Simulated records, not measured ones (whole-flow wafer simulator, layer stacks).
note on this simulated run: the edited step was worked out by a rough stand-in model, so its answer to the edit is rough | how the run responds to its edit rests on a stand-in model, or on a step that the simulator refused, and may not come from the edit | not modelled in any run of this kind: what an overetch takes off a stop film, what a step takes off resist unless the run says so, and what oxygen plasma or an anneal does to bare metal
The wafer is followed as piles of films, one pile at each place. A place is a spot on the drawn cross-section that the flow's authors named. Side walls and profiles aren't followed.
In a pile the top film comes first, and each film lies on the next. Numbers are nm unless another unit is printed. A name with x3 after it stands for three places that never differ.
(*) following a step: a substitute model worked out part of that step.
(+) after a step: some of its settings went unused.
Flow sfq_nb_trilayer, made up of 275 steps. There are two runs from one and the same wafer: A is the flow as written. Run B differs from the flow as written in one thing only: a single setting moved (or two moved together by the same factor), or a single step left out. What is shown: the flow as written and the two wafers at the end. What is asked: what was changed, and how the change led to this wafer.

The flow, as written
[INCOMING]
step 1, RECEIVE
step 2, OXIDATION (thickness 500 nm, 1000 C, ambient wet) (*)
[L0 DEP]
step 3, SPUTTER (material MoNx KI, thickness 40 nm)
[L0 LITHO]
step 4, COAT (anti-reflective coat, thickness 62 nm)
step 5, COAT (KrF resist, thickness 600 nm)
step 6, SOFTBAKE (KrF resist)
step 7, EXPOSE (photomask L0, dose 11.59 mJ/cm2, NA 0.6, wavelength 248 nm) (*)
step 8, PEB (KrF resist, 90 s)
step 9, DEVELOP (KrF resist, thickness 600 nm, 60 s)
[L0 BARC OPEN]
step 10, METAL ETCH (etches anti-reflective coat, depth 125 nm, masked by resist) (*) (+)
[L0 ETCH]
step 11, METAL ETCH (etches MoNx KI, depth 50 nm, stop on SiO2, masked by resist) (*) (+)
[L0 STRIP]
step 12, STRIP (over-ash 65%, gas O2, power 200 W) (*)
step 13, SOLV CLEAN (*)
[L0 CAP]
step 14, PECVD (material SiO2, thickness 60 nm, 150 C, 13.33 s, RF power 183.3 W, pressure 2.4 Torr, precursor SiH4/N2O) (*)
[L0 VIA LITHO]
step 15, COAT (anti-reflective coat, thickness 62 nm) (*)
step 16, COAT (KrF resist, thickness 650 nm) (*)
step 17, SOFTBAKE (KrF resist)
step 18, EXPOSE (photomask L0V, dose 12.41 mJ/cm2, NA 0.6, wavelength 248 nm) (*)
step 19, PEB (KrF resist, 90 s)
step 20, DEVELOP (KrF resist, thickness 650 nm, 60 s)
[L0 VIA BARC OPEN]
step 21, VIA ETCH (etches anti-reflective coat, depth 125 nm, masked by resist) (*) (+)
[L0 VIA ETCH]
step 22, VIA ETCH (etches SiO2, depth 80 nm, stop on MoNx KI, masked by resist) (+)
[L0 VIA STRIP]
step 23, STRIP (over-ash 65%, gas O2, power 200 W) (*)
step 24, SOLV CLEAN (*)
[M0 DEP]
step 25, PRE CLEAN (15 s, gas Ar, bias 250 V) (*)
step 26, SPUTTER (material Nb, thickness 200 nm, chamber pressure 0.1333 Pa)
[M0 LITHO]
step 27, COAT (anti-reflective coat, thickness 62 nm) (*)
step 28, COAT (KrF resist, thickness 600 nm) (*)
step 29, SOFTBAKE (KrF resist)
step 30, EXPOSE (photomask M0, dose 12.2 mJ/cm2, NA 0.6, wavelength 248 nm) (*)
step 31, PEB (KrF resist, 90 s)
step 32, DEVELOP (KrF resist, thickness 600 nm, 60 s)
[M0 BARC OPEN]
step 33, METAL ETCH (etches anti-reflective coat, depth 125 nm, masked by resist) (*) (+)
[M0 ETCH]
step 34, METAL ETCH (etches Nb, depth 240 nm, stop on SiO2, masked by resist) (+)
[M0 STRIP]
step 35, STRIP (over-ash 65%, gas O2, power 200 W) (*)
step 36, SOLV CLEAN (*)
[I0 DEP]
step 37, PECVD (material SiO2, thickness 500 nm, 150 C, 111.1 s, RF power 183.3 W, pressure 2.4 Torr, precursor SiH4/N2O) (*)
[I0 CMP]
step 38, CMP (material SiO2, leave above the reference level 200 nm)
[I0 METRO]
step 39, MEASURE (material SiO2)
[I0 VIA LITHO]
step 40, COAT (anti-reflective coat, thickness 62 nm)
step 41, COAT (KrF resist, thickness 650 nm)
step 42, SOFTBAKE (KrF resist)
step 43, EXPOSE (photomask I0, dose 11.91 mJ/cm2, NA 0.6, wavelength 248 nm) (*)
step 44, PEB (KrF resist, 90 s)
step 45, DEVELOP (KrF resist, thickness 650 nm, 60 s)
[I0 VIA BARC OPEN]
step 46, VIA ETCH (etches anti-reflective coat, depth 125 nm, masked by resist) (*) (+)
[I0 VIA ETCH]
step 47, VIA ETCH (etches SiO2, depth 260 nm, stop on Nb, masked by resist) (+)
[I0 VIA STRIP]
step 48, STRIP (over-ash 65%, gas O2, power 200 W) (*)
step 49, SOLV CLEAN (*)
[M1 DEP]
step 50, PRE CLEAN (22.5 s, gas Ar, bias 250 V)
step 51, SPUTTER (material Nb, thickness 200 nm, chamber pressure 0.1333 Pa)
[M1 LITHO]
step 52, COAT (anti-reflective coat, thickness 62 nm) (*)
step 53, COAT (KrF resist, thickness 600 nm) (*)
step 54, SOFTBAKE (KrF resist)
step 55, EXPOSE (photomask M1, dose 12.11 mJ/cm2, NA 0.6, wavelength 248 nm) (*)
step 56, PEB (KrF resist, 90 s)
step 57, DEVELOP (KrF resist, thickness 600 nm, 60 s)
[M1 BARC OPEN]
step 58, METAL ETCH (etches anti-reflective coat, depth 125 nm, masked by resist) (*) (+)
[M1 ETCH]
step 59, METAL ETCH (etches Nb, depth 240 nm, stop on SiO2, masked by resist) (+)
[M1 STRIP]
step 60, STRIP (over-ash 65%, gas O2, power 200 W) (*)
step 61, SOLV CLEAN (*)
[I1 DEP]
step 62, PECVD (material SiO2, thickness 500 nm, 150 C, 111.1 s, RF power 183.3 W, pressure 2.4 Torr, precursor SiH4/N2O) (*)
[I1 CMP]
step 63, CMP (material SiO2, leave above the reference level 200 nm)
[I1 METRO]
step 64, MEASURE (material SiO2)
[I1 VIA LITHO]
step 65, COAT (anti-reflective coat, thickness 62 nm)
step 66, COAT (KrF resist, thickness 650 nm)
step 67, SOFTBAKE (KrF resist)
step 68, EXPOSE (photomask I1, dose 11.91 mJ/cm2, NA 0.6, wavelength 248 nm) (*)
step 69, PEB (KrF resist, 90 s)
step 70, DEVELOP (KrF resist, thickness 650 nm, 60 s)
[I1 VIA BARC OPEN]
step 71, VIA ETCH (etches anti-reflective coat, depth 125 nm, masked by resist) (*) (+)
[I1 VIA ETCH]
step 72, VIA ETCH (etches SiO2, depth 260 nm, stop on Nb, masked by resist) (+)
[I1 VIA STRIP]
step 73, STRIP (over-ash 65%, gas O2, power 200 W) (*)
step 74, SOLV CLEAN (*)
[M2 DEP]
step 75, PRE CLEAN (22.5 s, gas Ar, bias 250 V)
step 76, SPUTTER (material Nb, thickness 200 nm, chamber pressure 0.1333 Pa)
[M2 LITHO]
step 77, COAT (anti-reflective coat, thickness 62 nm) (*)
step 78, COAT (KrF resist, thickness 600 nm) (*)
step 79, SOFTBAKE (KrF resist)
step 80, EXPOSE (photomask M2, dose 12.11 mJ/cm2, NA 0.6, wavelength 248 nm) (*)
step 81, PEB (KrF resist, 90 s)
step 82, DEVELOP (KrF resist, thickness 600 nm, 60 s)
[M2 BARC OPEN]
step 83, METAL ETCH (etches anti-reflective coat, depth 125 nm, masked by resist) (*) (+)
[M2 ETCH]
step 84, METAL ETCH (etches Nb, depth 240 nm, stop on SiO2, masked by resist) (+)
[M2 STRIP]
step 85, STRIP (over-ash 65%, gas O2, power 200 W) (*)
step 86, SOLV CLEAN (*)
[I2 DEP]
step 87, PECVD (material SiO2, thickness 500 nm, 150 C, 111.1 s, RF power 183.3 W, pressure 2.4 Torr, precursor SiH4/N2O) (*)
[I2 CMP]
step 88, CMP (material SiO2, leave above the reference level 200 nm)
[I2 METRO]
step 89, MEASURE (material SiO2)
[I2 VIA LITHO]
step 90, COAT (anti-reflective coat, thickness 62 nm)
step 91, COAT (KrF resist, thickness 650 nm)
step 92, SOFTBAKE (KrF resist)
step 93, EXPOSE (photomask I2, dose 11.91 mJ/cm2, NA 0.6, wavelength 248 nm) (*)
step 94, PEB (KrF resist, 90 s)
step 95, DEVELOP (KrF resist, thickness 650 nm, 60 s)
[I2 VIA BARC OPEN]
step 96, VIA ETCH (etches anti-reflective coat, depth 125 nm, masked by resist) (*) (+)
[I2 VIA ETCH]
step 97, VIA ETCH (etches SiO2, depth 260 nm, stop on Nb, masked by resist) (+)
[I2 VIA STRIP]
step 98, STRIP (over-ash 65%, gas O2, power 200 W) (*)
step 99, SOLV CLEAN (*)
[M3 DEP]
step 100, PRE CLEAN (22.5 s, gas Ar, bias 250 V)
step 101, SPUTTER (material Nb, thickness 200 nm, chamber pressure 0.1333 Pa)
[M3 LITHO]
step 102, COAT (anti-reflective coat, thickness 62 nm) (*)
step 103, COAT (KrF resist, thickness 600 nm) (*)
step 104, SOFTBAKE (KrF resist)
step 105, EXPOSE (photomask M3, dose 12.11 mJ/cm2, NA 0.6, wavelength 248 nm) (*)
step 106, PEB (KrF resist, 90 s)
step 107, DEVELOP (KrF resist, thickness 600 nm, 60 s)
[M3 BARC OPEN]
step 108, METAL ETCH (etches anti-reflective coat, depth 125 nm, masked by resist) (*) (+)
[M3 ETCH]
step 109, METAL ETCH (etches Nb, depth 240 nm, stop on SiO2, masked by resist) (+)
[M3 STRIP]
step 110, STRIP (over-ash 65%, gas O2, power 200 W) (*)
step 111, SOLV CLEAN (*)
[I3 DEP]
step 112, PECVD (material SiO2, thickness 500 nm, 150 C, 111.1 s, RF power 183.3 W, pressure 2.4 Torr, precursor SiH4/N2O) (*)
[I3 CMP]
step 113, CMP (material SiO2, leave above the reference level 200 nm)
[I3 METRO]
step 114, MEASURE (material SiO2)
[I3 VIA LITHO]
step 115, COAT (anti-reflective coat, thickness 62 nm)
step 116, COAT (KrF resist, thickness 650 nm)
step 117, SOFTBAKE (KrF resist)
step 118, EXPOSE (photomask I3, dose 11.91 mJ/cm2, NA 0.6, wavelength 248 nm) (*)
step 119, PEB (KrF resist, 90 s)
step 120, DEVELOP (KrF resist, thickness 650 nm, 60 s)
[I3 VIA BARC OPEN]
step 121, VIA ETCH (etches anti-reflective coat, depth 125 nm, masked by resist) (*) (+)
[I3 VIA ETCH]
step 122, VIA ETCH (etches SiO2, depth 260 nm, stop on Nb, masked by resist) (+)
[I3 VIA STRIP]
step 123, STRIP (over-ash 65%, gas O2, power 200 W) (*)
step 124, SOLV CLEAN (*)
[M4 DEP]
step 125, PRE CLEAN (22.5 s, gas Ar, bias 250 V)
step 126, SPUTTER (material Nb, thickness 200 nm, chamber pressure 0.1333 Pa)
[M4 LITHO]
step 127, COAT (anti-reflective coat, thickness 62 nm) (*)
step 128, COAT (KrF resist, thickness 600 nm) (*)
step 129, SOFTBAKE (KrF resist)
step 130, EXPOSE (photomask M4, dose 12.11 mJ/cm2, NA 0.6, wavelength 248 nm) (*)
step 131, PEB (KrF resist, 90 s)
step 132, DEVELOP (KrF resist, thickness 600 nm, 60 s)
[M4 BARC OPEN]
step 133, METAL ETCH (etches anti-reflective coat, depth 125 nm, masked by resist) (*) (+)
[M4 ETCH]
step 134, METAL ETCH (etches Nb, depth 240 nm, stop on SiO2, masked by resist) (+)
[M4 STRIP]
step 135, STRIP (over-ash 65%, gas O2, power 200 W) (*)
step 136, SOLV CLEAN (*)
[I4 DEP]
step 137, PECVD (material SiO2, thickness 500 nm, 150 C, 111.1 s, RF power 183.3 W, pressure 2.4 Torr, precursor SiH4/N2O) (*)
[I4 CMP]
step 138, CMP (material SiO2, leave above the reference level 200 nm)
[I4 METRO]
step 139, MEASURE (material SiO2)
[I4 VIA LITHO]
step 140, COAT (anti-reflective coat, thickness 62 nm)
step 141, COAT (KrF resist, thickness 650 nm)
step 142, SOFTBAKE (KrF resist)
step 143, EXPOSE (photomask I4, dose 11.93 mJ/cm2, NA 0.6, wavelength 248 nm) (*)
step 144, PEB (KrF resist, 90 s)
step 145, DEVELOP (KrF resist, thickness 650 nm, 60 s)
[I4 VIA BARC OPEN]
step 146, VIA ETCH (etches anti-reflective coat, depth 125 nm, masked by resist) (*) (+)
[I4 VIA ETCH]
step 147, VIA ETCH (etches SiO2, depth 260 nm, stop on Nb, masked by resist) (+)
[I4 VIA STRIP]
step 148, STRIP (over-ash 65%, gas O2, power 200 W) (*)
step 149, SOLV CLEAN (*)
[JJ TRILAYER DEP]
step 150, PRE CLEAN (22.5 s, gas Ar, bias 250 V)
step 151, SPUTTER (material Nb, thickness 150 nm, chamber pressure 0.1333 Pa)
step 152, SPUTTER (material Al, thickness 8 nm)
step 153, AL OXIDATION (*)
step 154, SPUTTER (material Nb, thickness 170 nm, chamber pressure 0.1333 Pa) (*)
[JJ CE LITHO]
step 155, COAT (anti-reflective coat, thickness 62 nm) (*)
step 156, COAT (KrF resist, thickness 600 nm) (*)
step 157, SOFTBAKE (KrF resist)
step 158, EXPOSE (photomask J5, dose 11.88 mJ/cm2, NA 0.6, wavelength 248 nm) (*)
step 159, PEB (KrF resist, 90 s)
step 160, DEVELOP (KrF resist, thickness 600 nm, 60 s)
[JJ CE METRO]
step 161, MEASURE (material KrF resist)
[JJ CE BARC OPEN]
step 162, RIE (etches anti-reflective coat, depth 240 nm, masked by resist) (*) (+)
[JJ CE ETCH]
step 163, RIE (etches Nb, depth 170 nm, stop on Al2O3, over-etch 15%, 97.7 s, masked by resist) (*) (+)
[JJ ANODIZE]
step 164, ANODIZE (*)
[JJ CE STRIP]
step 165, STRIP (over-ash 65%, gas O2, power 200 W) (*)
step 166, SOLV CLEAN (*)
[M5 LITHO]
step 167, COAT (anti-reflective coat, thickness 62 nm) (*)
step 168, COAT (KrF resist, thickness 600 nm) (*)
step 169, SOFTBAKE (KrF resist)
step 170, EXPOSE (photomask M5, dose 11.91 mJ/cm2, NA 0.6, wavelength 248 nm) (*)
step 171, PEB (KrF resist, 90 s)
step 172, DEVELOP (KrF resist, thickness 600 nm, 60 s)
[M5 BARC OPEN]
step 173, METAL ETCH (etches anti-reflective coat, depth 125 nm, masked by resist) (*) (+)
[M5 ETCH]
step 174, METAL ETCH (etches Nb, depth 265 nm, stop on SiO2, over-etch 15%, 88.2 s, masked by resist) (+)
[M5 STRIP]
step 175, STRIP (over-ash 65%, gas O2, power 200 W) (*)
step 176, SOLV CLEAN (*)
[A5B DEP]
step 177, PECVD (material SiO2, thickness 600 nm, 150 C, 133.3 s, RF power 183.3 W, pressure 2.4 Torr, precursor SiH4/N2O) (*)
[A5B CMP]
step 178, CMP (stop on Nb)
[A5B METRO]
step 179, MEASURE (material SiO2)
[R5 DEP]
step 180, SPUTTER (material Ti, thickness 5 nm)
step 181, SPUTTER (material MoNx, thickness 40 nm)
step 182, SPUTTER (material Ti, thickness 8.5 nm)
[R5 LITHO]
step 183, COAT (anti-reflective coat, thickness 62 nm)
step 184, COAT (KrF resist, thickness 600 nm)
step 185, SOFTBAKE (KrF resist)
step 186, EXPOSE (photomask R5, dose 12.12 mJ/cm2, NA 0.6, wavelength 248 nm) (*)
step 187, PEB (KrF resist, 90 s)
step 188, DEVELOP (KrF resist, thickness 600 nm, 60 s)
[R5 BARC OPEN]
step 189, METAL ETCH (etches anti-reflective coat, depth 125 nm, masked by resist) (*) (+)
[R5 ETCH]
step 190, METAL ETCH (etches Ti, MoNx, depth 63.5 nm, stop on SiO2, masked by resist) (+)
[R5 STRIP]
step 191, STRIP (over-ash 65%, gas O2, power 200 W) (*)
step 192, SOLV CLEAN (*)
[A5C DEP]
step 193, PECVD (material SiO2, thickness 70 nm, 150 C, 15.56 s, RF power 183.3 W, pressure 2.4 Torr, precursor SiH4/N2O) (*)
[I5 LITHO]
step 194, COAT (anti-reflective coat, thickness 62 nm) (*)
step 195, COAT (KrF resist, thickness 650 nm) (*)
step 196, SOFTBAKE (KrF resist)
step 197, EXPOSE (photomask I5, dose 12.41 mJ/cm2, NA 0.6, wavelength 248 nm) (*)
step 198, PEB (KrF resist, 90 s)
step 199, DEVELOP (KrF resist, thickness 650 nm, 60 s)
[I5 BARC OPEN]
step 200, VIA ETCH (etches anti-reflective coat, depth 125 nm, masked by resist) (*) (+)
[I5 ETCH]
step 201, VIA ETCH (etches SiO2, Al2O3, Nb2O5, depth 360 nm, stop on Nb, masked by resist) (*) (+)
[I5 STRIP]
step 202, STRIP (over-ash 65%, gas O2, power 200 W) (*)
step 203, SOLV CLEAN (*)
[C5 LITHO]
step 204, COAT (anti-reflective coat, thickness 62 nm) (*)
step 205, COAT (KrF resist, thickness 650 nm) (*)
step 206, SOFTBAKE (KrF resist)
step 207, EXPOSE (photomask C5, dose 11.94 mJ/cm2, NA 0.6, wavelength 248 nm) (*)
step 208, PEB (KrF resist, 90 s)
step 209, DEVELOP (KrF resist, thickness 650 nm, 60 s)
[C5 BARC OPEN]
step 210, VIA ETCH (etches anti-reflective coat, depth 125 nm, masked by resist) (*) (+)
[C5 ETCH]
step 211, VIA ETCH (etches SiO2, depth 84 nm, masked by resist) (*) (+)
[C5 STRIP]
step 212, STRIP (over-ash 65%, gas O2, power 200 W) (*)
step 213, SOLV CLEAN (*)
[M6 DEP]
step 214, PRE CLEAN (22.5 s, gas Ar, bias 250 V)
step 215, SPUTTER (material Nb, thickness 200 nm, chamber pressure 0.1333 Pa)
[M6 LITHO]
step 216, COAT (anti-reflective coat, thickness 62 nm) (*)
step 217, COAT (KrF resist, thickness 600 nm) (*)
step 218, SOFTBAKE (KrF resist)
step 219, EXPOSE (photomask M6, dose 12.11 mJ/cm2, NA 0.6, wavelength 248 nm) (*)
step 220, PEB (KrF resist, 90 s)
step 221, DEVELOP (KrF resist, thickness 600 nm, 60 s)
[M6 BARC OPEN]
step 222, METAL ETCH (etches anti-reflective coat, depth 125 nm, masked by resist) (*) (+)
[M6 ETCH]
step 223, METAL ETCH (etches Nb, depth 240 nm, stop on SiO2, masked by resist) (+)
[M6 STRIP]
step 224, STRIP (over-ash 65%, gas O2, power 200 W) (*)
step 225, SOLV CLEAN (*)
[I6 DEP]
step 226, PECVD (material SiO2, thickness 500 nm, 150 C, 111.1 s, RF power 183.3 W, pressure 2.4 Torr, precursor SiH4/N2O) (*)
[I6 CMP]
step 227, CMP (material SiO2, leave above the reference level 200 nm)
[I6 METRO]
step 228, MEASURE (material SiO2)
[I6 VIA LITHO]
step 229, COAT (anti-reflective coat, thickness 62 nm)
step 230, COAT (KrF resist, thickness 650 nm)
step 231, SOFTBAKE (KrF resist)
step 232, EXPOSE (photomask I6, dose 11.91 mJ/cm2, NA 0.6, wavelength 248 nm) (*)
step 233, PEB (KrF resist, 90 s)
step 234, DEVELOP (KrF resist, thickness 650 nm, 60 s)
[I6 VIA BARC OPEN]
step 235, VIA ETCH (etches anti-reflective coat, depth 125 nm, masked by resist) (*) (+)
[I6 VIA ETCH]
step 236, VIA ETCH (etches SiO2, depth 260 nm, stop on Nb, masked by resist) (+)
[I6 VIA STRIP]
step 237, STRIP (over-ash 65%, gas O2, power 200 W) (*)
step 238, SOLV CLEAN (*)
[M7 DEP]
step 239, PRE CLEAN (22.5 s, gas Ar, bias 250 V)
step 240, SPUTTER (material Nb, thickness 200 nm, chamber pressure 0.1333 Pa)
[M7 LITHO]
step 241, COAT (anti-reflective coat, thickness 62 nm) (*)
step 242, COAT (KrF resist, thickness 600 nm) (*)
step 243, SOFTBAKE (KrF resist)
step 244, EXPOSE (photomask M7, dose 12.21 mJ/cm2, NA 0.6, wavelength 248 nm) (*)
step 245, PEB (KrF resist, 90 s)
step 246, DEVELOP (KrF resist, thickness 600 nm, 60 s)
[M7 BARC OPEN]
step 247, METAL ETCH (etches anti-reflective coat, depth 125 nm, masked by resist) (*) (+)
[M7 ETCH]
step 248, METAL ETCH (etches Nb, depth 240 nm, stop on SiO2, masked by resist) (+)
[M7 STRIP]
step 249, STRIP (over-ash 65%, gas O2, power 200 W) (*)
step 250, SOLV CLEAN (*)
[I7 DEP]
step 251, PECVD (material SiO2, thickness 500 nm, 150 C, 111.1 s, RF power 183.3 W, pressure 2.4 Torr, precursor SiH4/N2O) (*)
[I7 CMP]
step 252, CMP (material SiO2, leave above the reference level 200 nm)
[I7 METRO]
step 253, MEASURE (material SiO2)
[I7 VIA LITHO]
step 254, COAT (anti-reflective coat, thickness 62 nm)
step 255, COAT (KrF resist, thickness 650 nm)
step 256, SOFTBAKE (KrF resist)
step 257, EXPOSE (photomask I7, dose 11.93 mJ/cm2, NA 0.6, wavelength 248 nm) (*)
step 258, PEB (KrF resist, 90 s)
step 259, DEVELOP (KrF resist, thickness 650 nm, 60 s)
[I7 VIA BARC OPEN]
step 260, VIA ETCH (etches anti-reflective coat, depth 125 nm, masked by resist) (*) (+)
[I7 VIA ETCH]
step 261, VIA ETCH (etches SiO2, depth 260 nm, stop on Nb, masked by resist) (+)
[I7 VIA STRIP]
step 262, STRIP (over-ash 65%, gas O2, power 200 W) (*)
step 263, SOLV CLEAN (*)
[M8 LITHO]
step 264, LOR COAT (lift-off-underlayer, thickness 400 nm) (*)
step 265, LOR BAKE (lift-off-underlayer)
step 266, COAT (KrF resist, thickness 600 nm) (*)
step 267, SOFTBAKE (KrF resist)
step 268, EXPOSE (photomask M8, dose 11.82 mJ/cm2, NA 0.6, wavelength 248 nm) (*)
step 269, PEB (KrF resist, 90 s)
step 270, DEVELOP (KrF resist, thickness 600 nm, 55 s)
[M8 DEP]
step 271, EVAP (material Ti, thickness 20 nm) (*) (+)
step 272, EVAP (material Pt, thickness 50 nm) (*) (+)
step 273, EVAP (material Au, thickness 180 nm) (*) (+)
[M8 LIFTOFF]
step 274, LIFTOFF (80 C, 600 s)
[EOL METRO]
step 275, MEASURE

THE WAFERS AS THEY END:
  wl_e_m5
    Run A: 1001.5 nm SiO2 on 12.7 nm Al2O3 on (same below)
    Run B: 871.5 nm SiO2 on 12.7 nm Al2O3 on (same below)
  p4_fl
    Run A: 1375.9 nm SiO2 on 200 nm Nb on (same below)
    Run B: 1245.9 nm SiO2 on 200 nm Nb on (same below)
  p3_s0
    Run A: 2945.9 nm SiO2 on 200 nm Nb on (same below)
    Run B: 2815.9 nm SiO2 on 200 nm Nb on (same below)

The reason: step 251, PECVD: thickness 270 nm was run, while the flow as written has thickness 500 nm; step 251, PECVD: 60 s was run, where the flow has 111.1 s.

How this came from the change, step by step:
  step 251, PECVD (material SiO2, thickness 500 nm, 150 C, 111.1 s, RF power 183.3 W, pressure 2.4 Torr, precursor SiH4/N2O) (*)
      field_l, p4_fl, p4_fm and 56 more: A SiO2 gains 500 | B SiO2 gains 270
      v_sur, via_wl, via_w and 37 more: A SiO2 gains 500 (new film) | B SiO2 gains 270 (new film)
      (also at 7 further places)
  step 252, CMP (material SiO2, leave above the reference level 200 nm)
      field_l, p4_fl, p4_fm and 56 more: A SiO2 loses 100 | B nothing
      field_r, lsp_l: A SiO2 loses 77.7 | B nothing
      (also at 45 further places)
  step 254, COAT (anti-reflective coat, thickness 62 nm)
      jj_sur, ce_l, c5j, ce_r, sp_r, be_r: A anti-reflective coat gains 62 (new film) | B anti-reflective coat gains 56.1 (new film)
      p3_s1, p3_l2, p3_s5, p3_l6: A anti-reflective coat gains 62 (new film) | B anti-reflective coat gains 63.7 (new film)
      (also at 84 further places)
  step 255, COAT (KrF resist, thickness 650 nm)
      ce_l, c5j, ce_r, sp_r, wl_f_m6: A KrF resist gains 650 (new film) | B KrF resist gains 626.2 (new film)
      field_r, m0r_line_r, m6r_line_r: A KrF resist gains 650 (new film) | B KrF resist gains 675.8 (new film)
      (also at 69 further places)
  step 259, DEVELOP (KrF resist, thickness 650 nm, 60 s)
      via_wl: A KrF resist loses 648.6 (all of it) | B KrF resist loses 603.5 (all of it)
      via_w: A KrF resist loses 648.6 (all of it) | B KrF resist loses 610.6 (all of it)
      (also at 1 further place)
  step 260, VIA ETCH (etches anti-reflective coat, depth 125 nm, masked by resist) (*) (+)
      field_l, v_sur, via_sp and 100 more: A KrF resist loses 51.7 | B KrF resist loses 45.1
      via_wl: A anti-reflective coat loses 62 (all of it), SiO2 loses 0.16 | B anti-reflective coat loses 54 (all of it), SiO2 loses 0.14
      (also at 2 further places)
  step 262, STRIP (over-ash 65%, gas O2, power 200 W) (*)
      ce_l, c5j, ce_r, sp_r: A KrF resist loses 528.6 (all of it), anti-reflective coat loses 62 (all of it) | B KrF resist loses 511.4 (all of it), anti-reflective coat loses 56.1 (all of it)
      p3_s3, p3_l4, p3_s4: A KrF resist loses 528.6 (all of it), anti-reflective coat loses 62 (all of it) | B KrF resist loses 539.4 (all of it), anti-reflective coat loses 63.5 (all of it)
      (also at 90 further places)
  step 264, LOR COAT (lift-off-underlayer, thickness 400 nm) (*)
      c5j, ce_r: A lift-off-underlayer gains 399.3 (new film) | B lift-off-underlayer gains 378.3 (new film)
      p4_fm, m8r_gap_c: A lift-off-underlayer gains 400 (new film) | B lift-off-underlayer gains 417.2 (new film)
      (also at 85 further places)
  step 266, COAT (KrF resist, thickness 600 nm) (*)
      m5r_line_l, m5r_line_r: A KrF resist gains 600 (new film) | B KrF resist gains 612.8 (new film)
      m5r_linepad_l, m5r_linepad_r: A KrF resist gains 600 (new film) | B KrF resist gains 585.5 (new film)
      (also at 40 further places)
  step 270, DEVELOP (KrF resist, thickness 600 nm, 55 s)
      field_l: A KrF resist loses 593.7 (all of it), lift-off-underlayer loses 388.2 (all of it) | B KrF resist loses 607.6 (all of it), lift-off-underlayer loses 433.7 (all of it)
      v_sur: A KrF resist loses 607.3 (all of it), lift-off-underlayer loses 369.4 (all of it) | B KrF resist loses 592.2 (all of it), lift-off-underlayer loses 322.5 (all of it)
      (also at 9 further places)
  step 274, LIFTOFF (80 C, 600 s)
      c5j, ce_r: A Au loses 180 (all of it), Pt loses 50 (all of it), Ti loses 20 (all of it), KrF resist loses 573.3 (all of it), lift-off-underlayer loses 399.3 (all of it) | B Au loses 180 (all of it), Pt loses 50 (all of it), Ti loses 20 (all of it), KrF resist loses 558.3 (all of it), lift-off-underlayer loses 378.3 (all of it)
      wl_d_m1, wl_d_sr: A Au loses 180 (all of it), Pt loses 50 (all of it), Ti loses 20 (all of it), KrF resist loses 576.2 (all of it), lift-off-underlayer loses 400 (all of it) | B Au loses 180 (all of it), Pt loses 50 (all of it), Ti loses 20 (all of it), KrF resist loses 597.7 (all of it), lift-off-underlayer loses 420.9 (all of it)
      (also at 74 further places)
